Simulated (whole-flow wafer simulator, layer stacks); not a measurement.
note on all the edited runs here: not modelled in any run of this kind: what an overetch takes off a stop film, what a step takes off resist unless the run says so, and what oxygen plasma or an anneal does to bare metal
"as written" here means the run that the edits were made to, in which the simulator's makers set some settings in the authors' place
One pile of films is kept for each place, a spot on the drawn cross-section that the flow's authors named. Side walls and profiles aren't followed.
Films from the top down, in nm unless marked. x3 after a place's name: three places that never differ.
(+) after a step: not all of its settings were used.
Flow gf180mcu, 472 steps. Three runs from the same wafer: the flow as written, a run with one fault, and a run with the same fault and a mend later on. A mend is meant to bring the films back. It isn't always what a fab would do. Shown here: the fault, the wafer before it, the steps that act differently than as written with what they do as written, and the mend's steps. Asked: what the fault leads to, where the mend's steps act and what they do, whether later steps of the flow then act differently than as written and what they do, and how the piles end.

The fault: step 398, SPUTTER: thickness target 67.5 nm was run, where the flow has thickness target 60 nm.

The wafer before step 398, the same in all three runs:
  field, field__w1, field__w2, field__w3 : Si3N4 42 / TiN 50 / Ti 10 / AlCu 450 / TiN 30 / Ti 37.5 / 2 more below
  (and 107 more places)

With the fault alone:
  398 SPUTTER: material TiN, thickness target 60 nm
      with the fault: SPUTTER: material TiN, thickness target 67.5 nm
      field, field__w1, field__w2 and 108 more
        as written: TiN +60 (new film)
        with the fault: TiN +67.5 (new film)
  Later steps of the flow that act differently than as written (8 more steps differ only slightly, by at most 2% or 0.5 nm, whichever is larger, and aren't shown):
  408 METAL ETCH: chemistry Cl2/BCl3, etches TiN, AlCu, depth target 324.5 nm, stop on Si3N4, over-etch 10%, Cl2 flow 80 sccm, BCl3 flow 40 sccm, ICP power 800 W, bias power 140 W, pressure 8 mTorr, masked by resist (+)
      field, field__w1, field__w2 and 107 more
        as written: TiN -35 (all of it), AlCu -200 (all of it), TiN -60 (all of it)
        with the fault: TiN -35 (all of it), AlCu -200 (all of it), TiN -67.5 (all of it)
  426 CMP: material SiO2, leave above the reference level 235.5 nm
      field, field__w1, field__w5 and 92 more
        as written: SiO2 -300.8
        with the fault: SiO2 -293.3
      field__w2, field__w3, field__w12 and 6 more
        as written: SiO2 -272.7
        with the fault: SiO2 -265.2
  At the end the piles differ from the flow's by more than 2% or 0.5 nm, whichever is larger, at mim.
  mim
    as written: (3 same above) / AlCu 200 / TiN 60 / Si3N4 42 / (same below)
    with the fault: (3 same above) / AlCu 200 / TiN 67.5 / Si3N4 42 / (same below)

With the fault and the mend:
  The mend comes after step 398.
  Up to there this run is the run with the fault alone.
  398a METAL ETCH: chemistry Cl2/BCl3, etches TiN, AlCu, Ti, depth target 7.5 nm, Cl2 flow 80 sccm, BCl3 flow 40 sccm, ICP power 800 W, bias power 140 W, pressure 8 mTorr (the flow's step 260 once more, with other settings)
      field, field__w1, field__w2 and 108 more
        TiN -7.5
  No later step of the flow acts differently than as written at any place that is followed.
  At the end the piles are the same as the flow's at every place that both follow.
